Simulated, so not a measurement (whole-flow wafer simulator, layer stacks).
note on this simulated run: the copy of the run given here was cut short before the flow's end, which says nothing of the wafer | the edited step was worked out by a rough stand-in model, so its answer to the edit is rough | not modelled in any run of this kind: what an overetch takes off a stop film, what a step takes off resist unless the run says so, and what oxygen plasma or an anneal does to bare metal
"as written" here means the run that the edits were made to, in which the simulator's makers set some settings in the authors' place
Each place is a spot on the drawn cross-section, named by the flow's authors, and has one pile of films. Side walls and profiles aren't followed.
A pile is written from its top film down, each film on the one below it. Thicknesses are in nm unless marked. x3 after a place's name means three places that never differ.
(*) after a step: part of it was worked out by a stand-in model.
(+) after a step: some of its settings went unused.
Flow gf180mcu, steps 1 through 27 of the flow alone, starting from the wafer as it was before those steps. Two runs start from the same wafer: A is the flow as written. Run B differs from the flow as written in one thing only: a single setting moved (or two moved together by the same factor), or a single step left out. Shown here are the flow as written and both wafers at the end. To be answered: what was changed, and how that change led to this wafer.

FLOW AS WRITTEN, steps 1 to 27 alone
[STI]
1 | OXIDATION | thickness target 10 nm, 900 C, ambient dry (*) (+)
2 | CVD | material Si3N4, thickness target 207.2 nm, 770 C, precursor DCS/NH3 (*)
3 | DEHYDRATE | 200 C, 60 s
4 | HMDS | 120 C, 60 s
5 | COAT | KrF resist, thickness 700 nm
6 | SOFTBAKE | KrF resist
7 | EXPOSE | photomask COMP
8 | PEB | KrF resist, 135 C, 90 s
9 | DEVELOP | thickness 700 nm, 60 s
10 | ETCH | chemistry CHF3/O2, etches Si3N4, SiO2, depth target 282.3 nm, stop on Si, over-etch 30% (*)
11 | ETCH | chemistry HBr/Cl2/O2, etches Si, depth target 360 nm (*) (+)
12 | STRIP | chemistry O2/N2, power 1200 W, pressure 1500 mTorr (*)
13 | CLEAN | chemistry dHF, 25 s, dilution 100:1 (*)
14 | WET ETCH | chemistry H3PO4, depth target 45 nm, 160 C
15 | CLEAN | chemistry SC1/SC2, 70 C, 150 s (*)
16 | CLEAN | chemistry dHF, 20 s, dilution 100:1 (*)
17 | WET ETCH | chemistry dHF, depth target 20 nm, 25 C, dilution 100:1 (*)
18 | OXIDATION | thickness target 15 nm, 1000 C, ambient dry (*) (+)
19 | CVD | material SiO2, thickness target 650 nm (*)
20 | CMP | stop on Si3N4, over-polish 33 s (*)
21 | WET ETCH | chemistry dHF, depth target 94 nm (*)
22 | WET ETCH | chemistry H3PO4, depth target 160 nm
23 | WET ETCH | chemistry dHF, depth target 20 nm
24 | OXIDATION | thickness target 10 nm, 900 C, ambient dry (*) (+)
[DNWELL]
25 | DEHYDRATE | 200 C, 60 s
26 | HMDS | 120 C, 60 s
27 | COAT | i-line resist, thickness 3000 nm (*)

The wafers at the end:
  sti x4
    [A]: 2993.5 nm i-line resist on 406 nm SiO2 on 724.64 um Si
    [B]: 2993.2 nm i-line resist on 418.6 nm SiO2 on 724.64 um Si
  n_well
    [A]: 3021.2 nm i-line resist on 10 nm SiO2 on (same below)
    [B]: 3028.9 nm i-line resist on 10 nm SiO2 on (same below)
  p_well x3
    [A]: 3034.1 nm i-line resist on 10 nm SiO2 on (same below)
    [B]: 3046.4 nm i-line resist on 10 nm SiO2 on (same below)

Cause: step 21, WET ETCH: depth target 81.4 nm was run, whereas the flow has depth target 94 nm.

The path from the change to this, step by step:
  21 | WET ETCH | chemistry dHF, depth target 94 nm (*)
      active, n_well, p_well x3 and 38 more: A -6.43 Si3N4 | B -5.58 Si3N4
      field, field_sub, sti x4 and 31 more: A -94 SiO2 | B -81.4 SiO2
